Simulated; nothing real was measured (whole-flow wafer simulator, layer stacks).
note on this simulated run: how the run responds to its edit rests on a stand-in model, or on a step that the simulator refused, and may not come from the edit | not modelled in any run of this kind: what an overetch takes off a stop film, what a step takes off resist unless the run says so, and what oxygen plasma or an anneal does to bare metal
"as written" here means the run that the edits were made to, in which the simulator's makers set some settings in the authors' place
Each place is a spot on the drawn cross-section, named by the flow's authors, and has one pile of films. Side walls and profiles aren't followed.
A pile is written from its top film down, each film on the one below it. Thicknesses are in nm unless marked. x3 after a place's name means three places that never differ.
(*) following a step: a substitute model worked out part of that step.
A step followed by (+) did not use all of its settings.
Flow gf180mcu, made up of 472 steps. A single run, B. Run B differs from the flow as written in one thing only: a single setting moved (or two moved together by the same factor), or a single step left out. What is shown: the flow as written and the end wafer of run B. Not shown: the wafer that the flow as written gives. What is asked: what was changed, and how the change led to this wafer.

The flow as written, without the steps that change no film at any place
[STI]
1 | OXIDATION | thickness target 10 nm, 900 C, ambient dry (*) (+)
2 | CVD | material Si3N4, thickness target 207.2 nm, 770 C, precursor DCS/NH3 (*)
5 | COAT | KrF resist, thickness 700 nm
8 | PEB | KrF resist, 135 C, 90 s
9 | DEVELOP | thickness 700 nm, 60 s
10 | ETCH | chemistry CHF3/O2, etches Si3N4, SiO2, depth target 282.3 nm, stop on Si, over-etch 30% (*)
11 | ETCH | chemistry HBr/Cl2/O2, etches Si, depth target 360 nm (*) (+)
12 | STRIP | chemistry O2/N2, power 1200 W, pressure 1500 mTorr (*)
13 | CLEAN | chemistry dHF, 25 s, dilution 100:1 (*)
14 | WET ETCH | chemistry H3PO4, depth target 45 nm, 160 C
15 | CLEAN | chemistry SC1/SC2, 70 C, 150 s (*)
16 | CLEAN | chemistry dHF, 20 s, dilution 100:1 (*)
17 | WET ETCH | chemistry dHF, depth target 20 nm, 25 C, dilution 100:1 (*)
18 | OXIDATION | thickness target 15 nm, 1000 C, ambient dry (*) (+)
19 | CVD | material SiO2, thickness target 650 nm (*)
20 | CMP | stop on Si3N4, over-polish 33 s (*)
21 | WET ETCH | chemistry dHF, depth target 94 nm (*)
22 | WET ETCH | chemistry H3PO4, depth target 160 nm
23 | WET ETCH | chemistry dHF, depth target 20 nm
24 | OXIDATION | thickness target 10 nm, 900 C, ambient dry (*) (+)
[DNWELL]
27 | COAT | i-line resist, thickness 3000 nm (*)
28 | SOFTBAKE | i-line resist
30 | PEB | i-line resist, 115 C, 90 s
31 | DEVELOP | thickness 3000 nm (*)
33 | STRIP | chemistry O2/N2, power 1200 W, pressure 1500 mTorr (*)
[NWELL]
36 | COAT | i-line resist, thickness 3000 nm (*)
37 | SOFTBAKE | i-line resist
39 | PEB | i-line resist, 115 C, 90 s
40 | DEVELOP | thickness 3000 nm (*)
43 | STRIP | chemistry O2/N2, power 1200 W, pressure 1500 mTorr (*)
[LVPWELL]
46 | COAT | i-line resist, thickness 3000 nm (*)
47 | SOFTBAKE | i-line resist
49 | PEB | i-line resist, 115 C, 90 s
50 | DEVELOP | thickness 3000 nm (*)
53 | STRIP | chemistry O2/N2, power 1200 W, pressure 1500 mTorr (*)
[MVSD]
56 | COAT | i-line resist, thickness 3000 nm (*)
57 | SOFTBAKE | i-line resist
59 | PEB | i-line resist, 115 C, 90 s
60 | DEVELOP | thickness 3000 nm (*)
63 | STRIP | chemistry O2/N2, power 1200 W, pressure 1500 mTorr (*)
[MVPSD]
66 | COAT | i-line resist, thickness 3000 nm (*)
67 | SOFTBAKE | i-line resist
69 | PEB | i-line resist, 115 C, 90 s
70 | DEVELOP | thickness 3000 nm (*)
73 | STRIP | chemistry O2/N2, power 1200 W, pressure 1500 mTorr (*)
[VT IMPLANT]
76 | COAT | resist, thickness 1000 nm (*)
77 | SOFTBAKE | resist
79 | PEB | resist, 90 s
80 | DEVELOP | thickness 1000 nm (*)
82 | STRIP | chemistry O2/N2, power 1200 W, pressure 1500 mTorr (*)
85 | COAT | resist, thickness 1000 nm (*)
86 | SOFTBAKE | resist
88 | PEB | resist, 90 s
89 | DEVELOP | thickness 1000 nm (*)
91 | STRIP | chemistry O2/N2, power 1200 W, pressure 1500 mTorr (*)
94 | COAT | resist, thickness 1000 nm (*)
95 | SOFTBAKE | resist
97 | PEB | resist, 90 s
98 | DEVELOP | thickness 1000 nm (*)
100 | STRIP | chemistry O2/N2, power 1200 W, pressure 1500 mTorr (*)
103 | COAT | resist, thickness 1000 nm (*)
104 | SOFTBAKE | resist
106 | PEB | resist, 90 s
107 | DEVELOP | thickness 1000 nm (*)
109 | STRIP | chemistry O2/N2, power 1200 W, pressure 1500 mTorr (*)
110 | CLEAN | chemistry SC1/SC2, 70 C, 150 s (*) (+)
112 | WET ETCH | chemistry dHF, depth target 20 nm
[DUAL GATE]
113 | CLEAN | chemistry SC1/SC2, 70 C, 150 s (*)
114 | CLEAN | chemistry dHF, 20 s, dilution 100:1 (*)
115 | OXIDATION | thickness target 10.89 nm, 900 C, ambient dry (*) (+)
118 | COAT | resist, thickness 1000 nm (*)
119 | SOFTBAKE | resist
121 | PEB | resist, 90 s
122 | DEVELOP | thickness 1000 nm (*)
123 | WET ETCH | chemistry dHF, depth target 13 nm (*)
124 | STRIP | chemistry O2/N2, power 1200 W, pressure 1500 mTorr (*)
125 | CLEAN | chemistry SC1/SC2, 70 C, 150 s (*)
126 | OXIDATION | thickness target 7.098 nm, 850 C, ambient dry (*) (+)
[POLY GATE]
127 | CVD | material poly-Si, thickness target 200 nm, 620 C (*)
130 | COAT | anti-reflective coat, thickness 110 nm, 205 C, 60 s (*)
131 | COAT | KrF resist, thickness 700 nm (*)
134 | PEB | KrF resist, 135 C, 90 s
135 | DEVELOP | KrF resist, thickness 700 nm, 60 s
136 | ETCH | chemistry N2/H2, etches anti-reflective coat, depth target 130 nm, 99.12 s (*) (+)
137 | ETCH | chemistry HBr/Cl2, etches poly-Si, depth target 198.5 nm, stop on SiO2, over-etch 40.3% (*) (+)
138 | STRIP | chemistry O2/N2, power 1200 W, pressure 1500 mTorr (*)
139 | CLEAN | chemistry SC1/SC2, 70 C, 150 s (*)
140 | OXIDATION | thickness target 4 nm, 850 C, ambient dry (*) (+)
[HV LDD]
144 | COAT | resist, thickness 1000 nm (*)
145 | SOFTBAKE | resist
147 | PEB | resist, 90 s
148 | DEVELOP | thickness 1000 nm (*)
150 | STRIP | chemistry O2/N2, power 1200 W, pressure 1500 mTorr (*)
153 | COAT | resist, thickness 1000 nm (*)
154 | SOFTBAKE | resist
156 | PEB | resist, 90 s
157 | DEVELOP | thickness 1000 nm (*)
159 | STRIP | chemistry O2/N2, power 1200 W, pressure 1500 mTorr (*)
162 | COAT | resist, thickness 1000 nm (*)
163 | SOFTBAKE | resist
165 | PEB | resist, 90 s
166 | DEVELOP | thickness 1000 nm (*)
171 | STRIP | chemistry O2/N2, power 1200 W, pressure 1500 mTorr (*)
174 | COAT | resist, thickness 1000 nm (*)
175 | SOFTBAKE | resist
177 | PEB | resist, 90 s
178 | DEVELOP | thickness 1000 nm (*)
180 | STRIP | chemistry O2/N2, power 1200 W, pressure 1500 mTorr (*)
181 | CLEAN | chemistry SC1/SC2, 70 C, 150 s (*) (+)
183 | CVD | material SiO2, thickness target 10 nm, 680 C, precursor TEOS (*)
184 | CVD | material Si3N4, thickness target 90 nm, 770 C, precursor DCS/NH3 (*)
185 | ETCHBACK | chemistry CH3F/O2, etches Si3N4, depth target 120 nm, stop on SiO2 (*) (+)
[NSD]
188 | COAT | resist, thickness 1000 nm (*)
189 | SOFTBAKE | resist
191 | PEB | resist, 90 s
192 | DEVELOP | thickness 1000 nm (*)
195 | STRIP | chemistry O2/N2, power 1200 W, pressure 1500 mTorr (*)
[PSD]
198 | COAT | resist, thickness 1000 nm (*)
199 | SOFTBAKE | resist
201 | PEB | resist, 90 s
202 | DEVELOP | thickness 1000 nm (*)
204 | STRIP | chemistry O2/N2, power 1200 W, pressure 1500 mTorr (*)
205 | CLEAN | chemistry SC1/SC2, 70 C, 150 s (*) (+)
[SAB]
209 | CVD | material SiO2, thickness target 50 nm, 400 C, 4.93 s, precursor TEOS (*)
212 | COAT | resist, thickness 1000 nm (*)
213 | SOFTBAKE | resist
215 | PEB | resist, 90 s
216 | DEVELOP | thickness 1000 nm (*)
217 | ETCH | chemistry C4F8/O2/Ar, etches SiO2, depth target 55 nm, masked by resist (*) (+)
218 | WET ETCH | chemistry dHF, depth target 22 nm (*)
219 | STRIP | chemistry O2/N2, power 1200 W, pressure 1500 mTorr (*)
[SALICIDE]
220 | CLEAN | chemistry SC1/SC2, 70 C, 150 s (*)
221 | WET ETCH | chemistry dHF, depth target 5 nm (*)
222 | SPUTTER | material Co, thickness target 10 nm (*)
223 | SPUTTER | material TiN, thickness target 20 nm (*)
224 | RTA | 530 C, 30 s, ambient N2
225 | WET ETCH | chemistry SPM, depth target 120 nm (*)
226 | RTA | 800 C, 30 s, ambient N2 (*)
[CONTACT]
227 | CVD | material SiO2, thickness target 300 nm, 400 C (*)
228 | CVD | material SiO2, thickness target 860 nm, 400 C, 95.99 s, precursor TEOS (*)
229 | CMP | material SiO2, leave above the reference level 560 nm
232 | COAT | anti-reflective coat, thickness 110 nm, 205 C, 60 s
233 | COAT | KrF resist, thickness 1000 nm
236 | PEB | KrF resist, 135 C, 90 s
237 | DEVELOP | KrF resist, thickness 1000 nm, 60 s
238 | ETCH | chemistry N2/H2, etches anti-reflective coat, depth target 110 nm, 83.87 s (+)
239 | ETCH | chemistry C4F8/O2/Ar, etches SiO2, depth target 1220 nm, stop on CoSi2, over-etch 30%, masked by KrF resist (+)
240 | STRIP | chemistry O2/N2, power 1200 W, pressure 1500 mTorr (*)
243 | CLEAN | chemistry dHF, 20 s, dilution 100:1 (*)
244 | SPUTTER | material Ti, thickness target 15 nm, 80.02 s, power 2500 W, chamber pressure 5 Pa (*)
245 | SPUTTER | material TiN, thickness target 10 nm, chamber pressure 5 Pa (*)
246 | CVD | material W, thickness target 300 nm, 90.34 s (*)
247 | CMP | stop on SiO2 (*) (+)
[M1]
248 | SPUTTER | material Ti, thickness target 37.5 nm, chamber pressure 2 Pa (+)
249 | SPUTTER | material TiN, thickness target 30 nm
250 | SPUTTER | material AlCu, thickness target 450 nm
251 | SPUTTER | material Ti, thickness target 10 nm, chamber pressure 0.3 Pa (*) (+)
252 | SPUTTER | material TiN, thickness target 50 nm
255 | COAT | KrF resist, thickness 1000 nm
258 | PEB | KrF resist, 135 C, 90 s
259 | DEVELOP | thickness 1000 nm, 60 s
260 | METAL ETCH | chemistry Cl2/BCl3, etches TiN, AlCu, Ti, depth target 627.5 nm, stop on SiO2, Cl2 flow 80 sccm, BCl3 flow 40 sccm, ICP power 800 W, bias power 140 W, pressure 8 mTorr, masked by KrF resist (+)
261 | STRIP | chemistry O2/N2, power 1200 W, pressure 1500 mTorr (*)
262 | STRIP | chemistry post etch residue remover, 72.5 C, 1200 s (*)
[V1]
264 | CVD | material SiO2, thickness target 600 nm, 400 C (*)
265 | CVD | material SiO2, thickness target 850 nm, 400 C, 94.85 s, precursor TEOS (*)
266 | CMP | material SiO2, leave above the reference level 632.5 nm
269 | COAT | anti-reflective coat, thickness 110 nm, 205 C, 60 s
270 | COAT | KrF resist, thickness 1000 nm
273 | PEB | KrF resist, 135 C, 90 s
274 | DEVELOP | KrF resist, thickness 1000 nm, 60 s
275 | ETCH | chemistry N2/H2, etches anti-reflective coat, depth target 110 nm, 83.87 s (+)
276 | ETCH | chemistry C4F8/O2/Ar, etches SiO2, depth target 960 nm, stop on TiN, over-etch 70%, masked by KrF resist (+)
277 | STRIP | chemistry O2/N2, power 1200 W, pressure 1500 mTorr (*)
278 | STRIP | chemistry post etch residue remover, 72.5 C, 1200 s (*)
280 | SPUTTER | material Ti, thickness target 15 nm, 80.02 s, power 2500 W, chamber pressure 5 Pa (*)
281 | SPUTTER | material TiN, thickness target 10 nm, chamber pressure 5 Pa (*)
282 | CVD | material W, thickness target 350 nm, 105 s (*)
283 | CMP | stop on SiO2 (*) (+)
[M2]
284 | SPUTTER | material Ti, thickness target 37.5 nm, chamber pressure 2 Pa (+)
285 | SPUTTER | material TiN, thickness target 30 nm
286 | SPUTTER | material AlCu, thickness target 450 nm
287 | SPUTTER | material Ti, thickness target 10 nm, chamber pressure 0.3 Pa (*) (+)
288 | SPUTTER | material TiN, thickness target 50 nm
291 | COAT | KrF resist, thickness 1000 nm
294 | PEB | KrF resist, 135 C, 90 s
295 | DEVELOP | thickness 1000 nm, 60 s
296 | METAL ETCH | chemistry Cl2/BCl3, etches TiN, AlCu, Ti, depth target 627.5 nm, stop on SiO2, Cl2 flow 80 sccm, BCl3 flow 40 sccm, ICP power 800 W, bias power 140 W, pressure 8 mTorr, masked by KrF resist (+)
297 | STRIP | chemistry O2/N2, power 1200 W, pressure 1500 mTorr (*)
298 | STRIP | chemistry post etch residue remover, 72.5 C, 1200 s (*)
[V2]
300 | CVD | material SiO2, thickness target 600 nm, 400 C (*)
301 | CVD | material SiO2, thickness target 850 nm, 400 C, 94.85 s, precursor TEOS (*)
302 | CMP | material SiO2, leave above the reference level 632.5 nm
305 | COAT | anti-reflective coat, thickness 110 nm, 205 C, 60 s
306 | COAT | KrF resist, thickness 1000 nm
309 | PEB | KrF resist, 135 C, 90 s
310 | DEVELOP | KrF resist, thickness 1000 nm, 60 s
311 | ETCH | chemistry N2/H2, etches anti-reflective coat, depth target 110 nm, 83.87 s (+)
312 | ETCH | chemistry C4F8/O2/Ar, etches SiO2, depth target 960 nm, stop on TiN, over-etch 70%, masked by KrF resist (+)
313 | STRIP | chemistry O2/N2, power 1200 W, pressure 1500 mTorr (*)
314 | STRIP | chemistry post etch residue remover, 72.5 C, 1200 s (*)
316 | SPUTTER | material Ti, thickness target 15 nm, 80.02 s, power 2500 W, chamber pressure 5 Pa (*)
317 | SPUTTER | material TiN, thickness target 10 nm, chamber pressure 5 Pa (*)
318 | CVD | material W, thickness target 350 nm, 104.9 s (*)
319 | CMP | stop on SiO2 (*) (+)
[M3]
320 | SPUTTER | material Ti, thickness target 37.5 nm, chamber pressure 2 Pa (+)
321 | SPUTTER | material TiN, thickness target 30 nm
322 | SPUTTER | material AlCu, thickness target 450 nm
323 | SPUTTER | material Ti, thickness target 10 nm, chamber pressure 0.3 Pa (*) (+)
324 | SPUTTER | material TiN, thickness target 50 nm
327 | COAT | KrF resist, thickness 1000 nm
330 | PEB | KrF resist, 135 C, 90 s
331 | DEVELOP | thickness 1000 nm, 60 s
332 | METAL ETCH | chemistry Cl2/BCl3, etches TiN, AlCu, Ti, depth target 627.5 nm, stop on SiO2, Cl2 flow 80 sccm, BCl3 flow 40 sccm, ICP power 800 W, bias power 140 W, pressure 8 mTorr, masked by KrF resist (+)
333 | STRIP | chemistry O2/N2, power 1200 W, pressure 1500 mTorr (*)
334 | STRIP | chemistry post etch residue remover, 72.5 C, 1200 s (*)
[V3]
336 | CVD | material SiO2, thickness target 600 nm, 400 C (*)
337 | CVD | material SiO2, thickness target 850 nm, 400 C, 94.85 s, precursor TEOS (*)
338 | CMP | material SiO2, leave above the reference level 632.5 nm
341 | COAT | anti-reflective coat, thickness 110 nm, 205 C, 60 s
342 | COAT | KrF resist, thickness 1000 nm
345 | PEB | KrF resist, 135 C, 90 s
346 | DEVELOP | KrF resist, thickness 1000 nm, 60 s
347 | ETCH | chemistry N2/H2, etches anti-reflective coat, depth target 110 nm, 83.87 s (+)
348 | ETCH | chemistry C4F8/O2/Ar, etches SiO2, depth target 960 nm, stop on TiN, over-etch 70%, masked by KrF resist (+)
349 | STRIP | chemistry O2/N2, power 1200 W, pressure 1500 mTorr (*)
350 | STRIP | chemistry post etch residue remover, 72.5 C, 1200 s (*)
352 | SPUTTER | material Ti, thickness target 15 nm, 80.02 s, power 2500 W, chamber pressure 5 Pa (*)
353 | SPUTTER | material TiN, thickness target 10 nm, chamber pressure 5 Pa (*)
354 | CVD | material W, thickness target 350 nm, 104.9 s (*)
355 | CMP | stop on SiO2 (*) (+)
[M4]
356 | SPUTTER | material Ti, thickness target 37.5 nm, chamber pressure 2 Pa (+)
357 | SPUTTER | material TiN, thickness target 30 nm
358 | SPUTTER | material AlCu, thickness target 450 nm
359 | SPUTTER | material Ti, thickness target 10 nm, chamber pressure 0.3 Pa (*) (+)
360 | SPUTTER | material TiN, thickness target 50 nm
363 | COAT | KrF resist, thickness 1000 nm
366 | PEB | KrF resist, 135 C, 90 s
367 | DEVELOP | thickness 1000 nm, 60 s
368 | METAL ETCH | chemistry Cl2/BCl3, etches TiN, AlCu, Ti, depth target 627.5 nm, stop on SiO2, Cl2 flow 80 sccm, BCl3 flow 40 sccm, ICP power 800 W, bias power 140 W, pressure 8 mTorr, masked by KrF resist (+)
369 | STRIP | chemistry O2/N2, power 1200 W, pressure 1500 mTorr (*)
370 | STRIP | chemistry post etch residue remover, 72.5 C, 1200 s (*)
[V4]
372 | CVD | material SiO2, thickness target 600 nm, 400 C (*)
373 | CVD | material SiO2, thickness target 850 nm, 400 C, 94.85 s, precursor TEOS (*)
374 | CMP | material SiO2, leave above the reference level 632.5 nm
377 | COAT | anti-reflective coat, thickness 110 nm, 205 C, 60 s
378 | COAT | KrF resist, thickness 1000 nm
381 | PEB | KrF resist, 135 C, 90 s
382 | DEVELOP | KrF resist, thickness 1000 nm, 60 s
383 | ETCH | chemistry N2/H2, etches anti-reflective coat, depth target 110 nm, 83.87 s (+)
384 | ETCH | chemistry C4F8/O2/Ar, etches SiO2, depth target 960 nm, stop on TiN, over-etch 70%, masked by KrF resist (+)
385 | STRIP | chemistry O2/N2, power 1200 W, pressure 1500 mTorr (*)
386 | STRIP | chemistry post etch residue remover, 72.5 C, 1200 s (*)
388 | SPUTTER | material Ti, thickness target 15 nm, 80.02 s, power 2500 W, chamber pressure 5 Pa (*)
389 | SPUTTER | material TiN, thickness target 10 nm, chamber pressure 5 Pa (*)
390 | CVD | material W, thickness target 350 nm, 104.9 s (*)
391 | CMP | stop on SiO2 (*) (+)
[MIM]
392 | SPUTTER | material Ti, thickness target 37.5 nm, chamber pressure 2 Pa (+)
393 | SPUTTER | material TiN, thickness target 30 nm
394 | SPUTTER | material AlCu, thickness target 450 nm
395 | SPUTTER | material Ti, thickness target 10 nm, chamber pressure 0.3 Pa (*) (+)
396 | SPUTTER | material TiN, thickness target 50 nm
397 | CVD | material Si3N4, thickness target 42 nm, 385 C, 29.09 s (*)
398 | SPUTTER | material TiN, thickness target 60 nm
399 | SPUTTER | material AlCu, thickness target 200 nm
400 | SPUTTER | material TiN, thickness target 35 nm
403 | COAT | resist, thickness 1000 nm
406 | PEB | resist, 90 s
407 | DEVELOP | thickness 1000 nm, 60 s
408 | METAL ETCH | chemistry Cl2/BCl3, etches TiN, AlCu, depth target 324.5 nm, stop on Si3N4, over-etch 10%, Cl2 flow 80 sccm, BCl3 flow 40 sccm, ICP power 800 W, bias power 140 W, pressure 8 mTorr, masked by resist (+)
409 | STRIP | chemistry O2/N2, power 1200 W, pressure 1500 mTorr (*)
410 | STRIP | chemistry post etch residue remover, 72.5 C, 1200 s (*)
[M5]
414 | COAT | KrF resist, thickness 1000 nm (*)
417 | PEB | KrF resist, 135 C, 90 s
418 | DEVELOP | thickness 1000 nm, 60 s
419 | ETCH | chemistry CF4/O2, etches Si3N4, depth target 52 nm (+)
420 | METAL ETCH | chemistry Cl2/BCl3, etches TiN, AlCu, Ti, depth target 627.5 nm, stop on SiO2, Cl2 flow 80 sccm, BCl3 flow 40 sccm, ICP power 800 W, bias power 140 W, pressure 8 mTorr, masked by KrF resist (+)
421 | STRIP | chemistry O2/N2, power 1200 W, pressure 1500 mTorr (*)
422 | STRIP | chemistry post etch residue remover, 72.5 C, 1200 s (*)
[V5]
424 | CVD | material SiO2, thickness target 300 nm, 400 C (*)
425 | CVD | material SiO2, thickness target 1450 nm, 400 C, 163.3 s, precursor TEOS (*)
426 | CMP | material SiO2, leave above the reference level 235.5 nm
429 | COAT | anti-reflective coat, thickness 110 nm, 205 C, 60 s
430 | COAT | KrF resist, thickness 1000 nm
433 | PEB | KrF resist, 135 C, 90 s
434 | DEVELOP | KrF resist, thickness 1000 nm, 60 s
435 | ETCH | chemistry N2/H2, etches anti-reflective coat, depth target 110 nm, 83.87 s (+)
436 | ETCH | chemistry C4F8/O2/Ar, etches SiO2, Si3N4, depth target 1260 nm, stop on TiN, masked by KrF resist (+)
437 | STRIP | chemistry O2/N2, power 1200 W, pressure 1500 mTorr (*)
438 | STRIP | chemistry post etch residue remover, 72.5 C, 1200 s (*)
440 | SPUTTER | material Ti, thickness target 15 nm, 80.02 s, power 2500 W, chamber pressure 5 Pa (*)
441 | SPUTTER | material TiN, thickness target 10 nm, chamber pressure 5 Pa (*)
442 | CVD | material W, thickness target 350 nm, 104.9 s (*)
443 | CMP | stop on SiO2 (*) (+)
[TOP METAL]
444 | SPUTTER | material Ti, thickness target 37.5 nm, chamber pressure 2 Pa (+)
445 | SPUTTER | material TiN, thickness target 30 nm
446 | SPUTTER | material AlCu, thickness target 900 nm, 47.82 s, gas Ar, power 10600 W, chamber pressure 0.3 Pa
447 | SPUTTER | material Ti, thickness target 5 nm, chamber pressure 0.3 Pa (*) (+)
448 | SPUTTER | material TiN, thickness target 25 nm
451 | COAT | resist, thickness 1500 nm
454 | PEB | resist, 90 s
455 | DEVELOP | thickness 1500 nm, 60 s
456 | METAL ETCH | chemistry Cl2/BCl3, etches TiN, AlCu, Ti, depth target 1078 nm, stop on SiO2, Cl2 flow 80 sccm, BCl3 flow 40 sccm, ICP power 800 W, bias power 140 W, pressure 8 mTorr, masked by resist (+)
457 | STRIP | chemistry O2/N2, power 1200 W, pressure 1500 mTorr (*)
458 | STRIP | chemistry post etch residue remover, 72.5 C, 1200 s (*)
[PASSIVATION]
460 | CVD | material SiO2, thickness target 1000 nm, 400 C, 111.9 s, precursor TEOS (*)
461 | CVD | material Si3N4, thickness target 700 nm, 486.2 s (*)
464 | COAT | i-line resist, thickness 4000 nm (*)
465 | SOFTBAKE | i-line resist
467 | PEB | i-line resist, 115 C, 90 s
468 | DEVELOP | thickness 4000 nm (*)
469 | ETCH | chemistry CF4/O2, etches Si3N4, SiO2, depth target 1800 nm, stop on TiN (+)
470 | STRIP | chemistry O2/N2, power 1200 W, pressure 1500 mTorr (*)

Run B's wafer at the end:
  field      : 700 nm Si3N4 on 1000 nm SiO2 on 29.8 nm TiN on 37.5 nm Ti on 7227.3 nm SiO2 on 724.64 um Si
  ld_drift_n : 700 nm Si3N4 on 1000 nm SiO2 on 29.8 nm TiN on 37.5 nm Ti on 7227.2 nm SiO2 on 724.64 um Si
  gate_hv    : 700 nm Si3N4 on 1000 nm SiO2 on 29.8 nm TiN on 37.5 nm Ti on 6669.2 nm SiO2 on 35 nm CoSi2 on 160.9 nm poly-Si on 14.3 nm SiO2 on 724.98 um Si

What caused this: step 446, SPUTTER: thickness target 1050 nm was run, whereas the flow has thickness target 900 nm.

How this came from the change, step by step:
  446 | SPUTTER | material AlCu, thickness target 900 nm, 47.82 s, gas Ar, power 10600 W, chamber pressure 0.3 Pa
      field, field__w1, field__w2 and 109 more: +1050 AlCu (new film) (it would be, as written: +900 AlCu (new film))
  456 | METAL ETCH | chemistry Cl2/BCl3, etches TiN, AlCu, Ti, depth target 1078 nm, stop on SiO2, Cl2 flow 80 sccm, BCl3 flow 40 sccm, ICP power 800 W, bias power 140 W, pressure 8 mTorr, masked by resist (+)
      field, field__w1, field__w2 and 103 more: -25 TiN (all of it), -5 Ti (all of it), -1047.5 AlCu (it would be, as written: -25 TiN (all of it), -5 Ti (all of it), -900 AlCu (all of it), -30 TiN (all of it), -37.5 Ti (all of it))
  458 | STRIP | chemistry post etch residue remover, 72.5 C, 1200 s (*)
      field, field__w1, field__w2 and 103 more: -2.5 AlCu (all of it), -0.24 TiN (it would be, as written: nothing)
  460 | CVD | material SiO2, thickness target 1000 nm, 400 C, 111.9 s, precursor TEOS (*)
      field, field__w1, field__w2 and 103 more: +1000 SiO2 (new film) (it would be, as written: +1000 SiO2)
  464 | COAT | i-line resist, thickness 4000 nm (*)
      field__w8: +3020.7 i-line resist (new film) (it would be, as written: +3093.1 i-line resist (new film))
      contact: +3061.7 i-line resist (new film) (it would be, as written: +3153.6 i-line resist (new film))
      (as well as at 4 more places)
  465 | SOFTBAKE | i-line resist
      field__w5, field__w9: +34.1 i-line resist (it would be, as written: +37.3 i-line resist)
      field__w11, field__w13: +35.4 i-line resist (it would be, as written: +37.9 i-line resist)
      (as well as at 58 more places)
  467 | PEB | i-line resist, 115 C, 90 s
      field__w8, m1__w1: -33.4 i-line resist (it would be, as written: -34.7 i-line resist)
      contact: -33.6 i-line resist (it would be, as written: -35.1 i-line resist)
      (as well as at 3 more places)
  468 | DEVELOP | thickness 4000 nm (*)
      pad: -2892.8 i-line resist (all of it) (it would be, as written: -2974.8 i-line resist (all of it))
  470 | STRIP | chemistry O2/N2, power 1200 W, pressure 1500 mTorr (*)
      field__w8, m1__w1: -1708.2 i-line resist (all of it) (it would be, as written: -1787.7 i-line resist (all of it))
      contact: -1724.8 i-line resist (all of it) (it would be, as written: -1811.2 i-line resist (all of it))
      (as well as at 2 more places)
Taking metal films that touch as one body, field has 1 body; the flow as written gives 0 bodies.
Taking metal films that touch as one body, ld_drift_n has 1 body; the flow as written gives 0 bodies.
Taking metal films that touch as one body, gate_hv has 2 bodies (between them, from the top down: SiO2 6669.2); the flow as written gives 1 body.
